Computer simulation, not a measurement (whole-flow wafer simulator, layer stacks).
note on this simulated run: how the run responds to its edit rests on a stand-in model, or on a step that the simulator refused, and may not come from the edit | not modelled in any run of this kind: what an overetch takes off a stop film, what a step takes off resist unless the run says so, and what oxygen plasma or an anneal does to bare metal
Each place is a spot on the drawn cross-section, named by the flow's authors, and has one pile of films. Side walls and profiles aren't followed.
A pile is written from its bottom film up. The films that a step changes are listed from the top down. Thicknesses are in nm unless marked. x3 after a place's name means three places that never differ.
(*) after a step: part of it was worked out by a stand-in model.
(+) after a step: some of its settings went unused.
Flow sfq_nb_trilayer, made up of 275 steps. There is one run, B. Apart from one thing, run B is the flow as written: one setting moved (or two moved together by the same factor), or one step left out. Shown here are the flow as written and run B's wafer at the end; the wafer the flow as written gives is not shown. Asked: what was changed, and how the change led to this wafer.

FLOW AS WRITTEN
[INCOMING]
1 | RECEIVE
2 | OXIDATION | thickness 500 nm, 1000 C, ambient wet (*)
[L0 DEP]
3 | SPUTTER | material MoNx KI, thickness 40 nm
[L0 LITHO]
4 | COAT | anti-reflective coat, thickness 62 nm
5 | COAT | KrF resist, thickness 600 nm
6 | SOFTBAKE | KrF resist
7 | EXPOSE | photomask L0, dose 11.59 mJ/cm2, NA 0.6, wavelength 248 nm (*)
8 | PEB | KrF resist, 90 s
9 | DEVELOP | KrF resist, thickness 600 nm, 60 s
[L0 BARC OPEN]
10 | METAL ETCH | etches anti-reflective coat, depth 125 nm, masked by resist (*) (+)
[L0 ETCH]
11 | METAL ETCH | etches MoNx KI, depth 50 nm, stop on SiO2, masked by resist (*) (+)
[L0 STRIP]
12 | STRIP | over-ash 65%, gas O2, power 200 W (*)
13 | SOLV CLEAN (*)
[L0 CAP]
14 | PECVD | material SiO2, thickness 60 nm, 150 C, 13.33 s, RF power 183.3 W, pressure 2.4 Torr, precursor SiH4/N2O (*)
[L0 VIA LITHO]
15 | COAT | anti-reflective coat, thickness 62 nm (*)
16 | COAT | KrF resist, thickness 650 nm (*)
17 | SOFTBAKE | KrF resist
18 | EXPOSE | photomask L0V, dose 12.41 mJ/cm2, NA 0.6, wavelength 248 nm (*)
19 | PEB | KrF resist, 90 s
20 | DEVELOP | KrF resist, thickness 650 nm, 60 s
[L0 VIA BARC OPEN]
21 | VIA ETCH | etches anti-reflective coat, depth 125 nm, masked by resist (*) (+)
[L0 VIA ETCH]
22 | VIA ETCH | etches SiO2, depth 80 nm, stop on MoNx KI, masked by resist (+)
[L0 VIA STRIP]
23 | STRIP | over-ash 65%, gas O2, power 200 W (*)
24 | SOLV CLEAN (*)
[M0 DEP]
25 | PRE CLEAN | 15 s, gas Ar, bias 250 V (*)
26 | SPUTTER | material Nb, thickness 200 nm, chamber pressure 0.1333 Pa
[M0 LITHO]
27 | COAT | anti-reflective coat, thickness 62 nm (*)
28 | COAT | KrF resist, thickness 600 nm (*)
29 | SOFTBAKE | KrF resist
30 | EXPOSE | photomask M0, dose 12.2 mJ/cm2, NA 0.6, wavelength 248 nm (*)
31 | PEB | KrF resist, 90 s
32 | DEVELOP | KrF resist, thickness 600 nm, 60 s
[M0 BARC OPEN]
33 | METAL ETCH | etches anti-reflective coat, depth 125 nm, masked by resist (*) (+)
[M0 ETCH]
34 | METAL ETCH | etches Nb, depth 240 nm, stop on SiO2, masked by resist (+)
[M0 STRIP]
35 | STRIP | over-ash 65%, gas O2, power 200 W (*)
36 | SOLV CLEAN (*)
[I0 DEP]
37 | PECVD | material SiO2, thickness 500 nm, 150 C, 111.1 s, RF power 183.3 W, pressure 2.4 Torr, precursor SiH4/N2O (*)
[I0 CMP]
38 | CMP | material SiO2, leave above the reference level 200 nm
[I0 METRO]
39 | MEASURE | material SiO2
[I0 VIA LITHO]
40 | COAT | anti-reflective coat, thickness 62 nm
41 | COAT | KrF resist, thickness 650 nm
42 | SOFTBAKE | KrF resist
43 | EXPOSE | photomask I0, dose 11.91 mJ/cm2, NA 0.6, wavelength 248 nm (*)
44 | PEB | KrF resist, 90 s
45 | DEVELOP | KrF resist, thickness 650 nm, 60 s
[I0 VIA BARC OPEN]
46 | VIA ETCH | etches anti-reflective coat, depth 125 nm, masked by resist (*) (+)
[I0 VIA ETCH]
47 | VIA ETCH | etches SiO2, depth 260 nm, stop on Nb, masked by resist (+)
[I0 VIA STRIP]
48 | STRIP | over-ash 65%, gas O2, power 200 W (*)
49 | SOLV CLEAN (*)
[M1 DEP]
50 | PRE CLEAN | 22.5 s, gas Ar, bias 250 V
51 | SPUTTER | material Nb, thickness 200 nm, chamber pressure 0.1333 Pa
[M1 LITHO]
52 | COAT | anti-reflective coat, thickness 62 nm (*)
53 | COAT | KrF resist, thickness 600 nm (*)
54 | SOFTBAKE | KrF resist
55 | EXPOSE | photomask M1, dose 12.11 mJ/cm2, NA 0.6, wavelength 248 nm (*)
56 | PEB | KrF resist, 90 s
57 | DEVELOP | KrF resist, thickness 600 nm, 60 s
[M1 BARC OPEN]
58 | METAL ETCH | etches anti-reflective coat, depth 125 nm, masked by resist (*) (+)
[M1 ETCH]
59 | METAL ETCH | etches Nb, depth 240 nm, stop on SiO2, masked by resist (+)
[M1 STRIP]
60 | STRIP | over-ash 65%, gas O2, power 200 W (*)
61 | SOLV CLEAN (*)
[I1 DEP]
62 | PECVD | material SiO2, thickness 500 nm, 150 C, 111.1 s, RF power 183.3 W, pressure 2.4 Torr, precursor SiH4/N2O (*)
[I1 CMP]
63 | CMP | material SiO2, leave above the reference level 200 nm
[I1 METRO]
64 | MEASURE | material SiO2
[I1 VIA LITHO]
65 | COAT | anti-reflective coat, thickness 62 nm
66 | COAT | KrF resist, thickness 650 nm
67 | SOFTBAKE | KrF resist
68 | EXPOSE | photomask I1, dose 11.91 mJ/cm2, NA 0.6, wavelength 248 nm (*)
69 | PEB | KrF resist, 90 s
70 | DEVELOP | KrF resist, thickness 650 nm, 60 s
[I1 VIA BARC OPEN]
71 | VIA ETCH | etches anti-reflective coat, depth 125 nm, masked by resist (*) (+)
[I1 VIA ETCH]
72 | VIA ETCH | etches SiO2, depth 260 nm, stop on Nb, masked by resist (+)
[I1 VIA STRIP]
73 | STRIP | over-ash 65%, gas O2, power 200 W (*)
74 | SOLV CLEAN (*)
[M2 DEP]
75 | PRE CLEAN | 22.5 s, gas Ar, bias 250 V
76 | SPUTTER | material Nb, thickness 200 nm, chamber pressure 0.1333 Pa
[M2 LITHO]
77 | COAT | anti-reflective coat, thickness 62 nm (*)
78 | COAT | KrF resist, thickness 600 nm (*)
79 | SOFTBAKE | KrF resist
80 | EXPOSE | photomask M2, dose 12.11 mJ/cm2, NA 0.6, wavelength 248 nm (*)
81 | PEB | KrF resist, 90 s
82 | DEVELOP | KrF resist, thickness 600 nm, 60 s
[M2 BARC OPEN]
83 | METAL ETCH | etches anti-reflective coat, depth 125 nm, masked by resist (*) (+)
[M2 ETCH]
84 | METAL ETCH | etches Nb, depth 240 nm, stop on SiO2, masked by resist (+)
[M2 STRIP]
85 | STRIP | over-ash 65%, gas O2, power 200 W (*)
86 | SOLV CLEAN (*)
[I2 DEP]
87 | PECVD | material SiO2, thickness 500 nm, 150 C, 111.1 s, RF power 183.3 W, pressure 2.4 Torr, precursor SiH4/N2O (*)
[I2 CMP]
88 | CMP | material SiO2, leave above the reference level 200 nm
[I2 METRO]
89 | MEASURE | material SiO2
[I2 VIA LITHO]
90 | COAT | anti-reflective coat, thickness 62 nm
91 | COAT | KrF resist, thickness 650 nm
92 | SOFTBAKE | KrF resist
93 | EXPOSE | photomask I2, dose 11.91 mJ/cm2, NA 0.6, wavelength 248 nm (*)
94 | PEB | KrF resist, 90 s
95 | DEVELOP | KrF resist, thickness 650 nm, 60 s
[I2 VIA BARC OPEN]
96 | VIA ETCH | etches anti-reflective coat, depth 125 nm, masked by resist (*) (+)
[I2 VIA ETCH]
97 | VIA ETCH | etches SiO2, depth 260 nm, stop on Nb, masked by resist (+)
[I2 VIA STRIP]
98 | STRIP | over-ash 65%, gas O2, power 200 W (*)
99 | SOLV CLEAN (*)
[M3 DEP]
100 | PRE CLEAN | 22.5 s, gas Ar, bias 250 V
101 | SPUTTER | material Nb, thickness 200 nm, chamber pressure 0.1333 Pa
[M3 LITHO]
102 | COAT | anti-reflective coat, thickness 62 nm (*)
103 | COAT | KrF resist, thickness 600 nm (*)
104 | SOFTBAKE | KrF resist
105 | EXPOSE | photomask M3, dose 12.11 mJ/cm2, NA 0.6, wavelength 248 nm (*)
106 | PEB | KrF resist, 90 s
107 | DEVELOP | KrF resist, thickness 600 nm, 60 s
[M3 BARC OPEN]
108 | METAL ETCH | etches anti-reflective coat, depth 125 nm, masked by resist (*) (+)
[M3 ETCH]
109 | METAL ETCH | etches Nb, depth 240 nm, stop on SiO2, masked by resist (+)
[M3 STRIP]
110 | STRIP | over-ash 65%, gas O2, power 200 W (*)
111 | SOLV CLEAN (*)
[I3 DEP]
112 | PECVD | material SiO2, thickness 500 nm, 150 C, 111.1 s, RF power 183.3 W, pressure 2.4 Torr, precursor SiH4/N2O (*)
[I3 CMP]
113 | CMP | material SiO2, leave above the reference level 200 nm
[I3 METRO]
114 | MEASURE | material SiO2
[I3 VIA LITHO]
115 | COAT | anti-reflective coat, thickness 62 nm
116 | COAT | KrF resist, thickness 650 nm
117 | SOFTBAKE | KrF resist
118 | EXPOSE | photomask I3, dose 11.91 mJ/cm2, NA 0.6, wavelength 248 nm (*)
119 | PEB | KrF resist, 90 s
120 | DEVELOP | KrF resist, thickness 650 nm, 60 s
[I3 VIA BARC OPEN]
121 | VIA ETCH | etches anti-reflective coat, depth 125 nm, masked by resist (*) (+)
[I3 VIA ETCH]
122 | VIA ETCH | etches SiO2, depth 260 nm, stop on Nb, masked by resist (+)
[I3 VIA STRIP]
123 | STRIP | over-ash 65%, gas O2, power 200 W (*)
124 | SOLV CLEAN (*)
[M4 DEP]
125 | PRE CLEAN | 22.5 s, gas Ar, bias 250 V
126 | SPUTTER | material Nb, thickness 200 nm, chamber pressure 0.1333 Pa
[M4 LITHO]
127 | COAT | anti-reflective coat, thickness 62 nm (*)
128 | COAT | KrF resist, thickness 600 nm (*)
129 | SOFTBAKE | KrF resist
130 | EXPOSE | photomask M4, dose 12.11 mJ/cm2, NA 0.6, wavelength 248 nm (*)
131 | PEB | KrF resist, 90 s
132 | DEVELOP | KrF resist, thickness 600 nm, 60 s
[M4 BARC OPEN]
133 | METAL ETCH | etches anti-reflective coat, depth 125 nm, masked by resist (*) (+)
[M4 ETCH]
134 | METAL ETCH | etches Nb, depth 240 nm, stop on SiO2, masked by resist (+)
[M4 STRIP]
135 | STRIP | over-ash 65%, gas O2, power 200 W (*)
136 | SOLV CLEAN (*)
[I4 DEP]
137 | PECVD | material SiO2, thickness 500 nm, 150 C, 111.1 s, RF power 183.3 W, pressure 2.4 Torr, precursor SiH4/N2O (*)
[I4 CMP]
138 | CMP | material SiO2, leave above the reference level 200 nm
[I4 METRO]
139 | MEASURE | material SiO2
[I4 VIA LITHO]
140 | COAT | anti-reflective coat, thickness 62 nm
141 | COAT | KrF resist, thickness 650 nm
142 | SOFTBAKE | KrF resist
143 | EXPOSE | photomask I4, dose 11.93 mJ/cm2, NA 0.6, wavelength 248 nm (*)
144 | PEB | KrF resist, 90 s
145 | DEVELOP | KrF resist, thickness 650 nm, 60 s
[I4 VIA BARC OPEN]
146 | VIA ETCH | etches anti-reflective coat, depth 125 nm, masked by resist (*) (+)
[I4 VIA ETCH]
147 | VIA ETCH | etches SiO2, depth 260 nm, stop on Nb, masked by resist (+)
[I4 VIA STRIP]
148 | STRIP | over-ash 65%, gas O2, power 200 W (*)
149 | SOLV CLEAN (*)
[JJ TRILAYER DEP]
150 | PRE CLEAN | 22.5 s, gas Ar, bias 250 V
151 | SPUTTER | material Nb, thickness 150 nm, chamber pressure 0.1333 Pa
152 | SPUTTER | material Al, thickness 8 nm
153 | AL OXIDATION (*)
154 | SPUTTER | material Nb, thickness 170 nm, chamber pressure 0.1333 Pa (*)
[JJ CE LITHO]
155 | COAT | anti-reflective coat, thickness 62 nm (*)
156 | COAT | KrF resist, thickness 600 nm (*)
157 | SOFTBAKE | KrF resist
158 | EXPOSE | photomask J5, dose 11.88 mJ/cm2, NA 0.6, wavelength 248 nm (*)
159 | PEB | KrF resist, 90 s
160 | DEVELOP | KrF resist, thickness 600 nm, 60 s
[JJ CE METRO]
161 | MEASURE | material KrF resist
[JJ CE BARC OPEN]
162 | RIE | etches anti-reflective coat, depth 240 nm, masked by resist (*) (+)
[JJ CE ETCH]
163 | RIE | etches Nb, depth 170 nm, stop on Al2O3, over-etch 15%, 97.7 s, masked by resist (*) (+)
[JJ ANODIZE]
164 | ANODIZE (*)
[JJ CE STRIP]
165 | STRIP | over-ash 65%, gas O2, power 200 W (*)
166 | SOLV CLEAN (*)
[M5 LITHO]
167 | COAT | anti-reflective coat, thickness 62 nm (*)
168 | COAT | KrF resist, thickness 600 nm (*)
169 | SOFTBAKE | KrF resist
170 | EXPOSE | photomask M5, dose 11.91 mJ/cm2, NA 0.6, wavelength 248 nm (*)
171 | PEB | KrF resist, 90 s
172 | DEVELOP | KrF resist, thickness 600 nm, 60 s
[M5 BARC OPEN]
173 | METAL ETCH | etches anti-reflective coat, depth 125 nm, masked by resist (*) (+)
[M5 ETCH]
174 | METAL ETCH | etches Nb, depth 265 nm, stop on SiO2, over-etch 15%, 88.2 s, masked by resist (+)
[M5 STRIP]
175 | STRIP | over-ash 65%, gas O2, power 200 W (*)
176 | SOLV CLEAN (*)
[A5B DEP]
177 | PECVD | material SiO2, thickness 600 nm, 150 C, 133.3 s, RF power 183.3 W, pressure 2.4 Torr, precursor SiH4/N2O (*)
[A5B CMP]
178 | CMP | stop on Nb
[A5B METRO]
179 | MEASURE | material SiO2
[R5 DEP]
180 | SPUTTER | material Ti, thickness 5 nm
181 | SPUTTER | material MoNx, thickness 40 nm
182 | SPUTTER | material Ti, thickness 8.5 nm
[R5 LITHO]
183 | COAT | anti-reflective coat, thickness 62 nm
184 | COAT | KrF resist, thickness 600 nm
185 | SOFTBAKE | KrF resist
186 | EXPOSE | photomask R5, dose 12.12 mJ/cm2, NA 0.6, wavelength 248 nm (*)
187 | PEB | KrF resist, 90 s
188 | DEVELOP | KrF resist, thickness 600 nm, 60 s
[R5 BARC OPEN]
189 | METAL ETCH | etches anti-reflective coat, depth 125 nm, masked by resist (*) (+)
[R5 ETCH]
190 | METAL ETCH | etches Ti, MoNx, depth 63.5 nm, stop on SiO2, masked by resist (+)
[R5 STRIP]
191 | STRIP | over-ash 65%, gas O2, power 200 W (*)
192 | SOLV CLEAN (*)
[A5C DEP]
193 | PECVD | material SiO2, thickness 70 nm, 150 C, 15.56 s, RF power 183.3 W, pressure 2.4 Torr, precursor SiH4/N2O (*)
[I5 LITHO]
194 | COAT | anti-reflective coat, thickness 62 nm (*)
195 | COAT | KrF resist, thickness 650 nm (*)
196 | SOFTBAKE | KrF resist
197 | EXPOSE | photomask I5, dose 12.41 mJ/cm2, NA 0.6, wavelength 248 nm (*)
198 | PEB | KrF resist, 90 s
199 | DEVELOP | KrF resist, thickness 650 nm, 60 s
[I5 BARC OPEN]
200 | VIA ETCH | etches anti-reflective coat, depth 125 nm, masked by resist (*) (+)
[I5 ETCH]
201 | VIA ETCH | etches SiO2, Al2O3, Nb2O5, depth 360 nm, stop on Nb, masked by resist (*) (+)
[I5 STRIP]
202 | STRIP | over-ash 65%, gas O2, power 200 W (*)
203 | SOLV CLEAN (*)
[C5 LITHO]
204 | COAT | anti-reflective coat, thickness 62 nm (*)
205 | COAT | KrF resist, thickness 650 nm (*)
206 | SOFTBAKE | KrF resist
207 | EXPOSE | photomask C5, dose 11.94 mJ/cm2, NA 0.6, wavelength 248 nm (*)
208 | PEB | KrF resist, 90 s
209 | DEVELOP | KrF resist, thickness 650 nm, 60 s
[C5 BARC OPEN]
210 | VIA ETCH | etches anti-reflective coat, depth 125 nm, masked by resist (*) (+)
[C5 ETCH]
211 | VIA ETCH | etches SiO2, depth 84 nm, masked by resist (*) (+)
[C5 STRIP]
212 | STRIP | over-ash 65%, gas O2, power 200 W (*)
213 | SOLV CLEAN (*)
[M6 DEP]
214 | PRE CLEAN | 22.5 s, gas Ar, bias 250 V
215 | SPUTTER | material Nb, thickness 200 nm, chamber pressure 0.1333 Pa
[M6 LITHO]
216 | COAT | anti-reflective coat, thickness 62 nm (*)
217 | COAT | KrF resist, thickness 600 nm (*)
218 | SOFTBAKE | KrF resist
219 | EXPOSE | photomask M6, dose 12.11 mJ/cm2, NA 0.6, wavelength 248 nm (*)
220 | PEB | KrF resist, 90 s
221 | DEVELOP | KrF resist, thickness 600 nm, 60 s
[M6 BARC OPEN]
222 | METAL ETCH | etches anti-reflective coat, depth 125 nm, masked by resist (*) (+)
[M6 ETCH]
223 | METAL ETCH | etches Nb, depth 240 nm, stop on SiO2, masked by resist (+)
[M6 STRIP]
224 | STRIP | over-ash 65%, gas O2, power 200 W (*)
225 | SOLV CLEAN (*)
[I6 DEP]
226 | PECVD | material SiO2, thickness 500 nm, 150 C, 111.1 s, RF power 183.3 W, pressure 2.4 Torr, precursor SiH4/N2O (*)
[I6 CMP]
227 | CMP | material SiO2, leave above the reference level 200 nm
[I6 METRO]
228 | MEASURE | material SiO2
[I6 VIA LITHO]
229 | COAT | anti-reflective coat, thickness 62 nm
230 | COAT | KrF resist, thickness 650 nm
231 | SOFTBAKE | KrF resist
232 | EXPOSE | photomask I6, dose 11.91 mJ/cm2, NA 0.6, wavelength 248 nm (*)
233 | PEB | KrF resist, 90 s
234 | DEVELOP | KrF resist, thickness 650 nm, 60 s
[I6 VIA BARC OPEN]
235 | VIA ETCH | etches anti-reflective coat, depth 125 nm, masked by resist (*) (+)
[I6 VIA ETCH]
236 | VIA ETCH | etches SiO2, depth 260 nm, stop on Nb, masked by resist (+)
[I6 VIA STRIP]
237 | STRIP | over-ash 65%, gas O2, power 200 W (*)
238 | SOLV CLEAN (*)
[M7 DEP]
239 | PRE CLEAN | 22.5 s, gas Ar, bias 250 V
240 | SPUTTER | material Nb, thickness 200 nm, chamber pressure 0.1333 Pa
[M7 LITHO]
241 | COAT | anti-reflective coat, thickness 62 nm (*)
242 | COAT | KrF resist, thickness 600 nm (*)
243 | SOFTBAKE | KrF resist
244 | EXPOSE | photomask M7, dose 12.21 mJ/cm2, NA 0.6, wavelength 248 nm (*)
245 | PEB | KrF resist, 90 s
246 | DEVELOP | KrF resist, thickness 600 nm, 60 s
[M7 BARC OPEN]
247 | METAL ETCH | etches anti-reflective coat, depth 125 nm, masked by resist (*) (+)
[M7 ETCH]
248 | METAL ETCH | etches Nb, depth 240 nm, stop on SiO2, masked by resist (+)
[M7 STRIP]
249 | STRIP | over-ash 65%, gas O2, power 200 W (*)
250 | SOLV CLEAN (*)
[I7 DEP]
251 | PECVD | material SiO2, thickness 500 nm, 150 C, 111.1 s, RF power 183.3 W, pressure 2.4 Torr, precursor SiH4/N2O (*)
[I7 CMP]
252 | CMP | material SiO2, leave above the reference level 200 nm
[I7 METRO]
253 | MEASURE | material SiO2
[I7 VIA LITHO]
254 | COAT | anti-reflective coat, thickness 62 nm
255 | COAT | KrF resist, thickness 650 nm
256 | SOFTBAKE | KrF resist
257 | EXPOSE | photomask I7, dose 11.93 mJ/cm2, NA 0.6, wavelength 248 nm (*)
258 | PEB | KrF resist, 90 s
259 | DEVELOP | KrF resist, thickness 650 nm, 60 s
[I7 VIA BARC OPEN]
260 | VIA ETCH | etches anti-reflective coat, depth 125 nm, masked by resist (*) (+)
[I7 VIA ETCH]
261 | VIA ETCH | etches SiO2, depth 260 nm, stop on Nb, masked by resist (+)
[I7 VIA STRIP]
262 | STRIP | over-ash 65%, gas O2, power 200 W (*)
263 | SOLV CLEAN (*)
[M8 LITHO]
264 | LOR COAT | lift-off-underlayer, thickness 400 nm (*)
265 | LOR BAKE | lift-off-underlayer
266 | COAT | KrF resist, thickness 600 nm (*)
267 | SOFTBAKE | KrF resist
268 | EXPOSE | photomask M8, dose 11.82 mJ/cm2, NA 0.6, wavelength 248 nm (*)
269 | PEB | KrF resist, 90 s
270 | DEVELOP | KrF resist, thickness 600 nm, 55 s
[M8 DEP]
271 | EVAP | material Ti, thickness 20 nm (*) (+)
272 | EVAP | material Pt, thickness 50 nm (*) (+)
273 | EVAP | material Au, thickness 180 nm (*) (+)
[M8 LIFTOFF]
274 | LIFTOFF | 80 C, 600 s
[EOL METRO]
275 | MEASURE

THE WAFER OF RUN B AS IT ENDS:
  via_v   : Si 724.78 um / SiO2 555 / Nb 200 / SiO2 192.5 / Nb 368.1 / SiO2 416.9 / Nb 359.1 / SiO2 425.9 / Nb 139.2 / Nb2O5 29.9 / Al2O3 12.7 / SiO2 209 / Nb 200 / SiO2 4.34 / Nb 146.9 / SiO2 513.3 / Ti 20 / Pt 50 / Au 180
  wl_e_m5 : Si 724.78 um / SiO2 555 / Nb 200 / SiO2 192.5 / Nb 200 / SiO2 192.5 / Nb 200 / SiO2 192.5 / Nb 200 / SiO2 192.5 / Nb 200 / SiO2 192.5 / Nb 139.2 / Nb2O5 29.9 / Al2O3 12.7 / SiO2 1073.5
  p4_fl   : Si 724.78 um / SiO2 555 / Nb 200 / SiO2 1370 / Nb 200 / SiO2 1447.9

What caused this: step 227, CMP: leave above the reference level 272 nm was run, though the flow has leave above the reference level 200 nm.

Step by step, how the change led to this:
  227 | CMP | material SiO2, leave above the reference level 200 nm
      field_l, p4_fl, p4_fm and 59 more: SiO2 loses 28 (it would be, as written: SiO2 loses 100)
      v_sur, via_wl, via_w and 15 more: SiO2 loses 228 (it would be, as written: SiO2 loses 300)
      (also at 26 further places)
  236 | VIA ETCH | etches SiO2, depth 260 nm, stop on Nb, masked by resist (+)
      via_v: SiO2 loses 260 (it would be, as written: SiO2 loses 199.8 (all of it))
  239 | PRE CLEAN | 22.5 s, gas Ar, bias 250 V
      via_v: SiO2 loses 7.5 (it would be, as written: Nb loses 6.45)
  240 | SPUTTER | material Nb, thickness 200 nm, chamber pressure 0.1333 Pa
      via_v: Nb gains 146.9 (new film) (it would be, as written: Nb gains 161.1)
  241 | COAT | anti-reflective coat, thickness 62 nm (*)
      via_sp: anti-reflective coat gains 50 (new film) (it would be, as written: anti-reflective coat gains 53.1 (new film))
      via_v: anti-reflective coat gains 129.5 (new film) (it would be, as written: anti-reflective coat gains 126 (new film))
      (also at 1 further place)
  242 | COAT | KrF resist, thickness 600 nm (*)
      via_v: KrF resist gains 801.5 (new film) (it would be, as written: KrF resist gains 742.5 (new film))
  249 | STRIP | over-ash 65%, gas O2, power 200 W (*)
      via_sp: KrF resist loses 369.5 (all of it), anti-reflective coat loses 50 (all of it) (it would be, as written: KrF resist loses 373.6 (all of it), anti-reflective coat loses 53.1 (all of it))
      via_v: KrF resist loses 583.4 (all of it), anti-reflective coat loses 129.5 (all of it) (it would be, as written: KrF resist loses 524.5 (all of it), anti-reflective coat loses 126 (all of it))
      (also at 1 further place)
  251 | PECVD | material SiO2, thickness 500 nm, 150 C, 111.1 s, RF power 183.3 W, pressure 2.4 Torr, precursor SiH4/N2O (*)
      via_v: SiO2 gains 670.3 (new film) (it would be, as written: SiO2 gains 621 (new film))
  252 | CMP | material SiO2, leave above the reference level 200 nm
      via_v: SiO2 loses 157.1 (it would be, as written: SiO2 loses 183.1)
If metal films that touch count as one body, via_v has 7 bodies (between them, from the top down: SiO2 513.3; SiO2 4.34; SiO2 209 / Al2O3 12.7 / Nb2O5 29.9; SiO2 425.9; SiO2 416.9; SiO2 192.5); the flow as written gives 6 bodies (between them, from the top down: SiO2 437.8; SiO2 209 / Al2O3 12.7 / Nb2O5 29.9; SiO2 425.9; SiO2 416.9; SiO2 192.5).
